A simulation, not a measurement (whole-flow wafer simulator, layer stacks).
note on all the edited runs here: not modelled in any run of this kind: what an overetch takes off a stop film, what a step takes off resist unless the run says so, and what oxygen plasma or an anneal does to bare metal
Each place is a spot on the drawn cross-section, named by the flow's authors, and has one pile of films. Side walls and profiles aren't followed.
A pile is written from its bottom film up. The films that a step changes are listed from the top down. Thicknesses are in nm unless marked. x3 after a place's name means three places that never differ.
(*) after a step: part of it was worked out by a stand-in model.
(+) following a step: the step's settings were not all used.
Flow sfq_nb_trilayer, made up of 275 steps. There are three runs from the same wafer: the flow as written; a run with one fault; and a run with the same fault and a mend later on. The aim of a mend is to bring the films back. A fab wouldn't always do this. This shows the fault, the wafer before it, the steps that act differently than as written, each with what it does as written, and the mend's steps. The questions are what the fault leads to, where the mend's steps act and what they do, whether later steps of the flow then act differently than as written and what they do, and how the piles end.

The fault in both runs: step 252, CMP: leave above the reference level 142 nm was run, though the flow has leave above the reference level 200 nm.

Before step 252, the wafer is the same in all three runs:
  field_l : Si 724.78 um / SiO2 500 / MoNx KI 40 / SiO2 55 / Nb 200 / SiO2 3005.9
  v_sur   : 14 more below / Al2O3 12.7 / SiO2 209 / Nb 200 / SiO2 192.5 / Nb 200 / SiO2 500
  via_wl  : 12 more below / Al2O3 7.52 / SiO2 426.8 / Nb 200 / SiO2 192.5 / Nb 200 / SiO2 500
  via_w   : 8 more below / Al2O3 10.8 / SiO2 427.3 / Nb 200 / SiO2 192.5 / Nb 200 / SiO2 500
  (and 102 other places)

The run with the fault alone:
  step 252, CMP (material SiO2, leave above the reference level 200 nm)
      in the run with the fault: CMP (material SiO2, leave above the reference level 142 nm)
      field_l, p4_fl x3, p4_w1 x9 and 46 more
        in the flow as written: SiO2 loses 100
        in the run with the fault: SiO2 loses 158
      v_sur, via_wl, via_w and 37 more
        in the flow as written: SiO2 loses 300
        in the run with the fault: SiO2 loses 358
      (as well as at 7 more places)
  Later steps of the flow acting differently than as written (4 other steps are not shown; they differ only slightly, by no more than 2% or 0.5 nm, whichever is larger):
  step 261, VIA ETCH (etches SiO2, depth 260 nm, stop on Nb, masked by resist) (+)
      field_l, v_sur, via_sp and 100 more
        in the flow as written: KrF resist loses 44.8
        in the run with the fault: KrF resist loses 36.7
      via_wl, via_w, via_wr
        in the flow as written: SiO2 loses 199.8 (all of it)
        in the run with the fault: SiO2 loses 141.8 (all of it)
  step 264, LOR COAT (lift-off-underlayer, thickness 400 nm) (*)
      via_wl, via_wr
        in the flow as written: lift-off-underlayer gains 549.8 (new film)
        in the run with the fault: lift-off-underlayer gains 506.3 (new film)
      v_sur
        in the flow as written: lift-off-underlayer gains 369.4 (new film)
        in the run with the fault: lift-off-underlayer gains 378.3 (new film)
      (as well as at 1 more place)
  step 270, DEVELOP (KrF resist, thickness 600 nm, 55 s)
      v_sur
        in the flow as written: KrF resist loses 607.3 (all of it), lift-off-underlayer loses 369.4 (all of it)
        in the run with the fault: KrF resist loses 604.8 (all of it), lift-off-underlayer loses 378.3 (all of it)
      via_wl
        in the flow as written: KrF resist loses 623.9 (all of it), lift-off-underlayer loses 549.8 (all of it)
        in the run with the fault: KrF resist loses 616.6 (all of it), lift-off-underlayer loses 506.3 (all of it)
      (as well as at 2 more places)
  The piles end different from the flow's at v_sur, via_sp, via_v and 84 more by more than 2% or 0.5 nm, whichever is larger.
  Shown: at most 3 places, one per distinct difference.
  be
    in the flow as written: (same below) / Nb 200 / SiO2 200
    in the run with the fault: (same below) / Nb 200 / SiO2 142
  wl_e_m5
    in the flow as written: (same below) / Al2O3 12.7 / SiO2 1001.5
    in the run with the fault: (same below) / Al2O3 12.7 / SiO2 943.5
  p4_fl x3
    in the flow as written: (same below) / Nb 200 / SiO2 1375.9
    in the run with the fault: (same below) / Nb 200 / SiO2 1317.9

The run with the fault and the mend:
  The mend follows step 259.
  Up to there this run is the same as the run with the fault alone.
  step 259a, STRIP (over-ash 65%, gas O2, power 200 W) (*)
      field_l, v_sur, via_sp and 100 more
        KrF resist loses 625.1 (all of it), anti-reflective coat loses 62 (all of it)
      via_wl, via_w, via_wr
        anti-reflective coat loses 62 (all of it)
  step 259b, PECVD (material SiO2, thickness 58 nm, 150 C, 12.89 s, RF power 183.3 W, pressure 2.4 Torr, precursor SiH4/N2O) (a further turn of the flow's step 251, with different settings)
      field_l, v_sur, via_wl and 103 more
        SiO2 gains 58
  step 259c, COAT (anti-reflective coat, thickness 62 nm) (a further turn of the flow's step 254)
      field_l, v_sur, via_wl and 103 more
        anti-reflective coat gains 62 (new film)
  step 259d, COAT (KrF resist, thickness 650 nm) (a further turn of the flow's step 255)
      field_l, v_sur, via_wl and 103 more
        KrF resist gains 650 (new film)
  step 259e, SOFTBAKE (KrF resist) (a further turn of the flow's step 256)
      alters no film at any place that is followed
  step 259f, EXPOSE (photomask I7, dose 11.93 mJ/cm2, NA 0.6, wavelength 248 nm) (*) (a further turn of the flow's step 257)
      alters no film at any place that is followed
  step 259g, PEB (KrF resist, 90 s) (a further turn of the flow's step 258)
      field_l, v_sur, via_wl and 103 more
        KrF resist loses 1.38
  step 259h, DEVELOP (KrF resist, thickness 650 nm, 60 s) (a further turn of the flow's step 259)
      field_l, v_sur, via_sp and 100 more
        KrF resist loses 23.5
      via_wl, via_w, via_wr
        KrF resist loses 648.6 (all of it)
  Later steps of the flow that are run all act as written at every place that is followed.
  At every place that both follow, the piles at the end match the flow's.
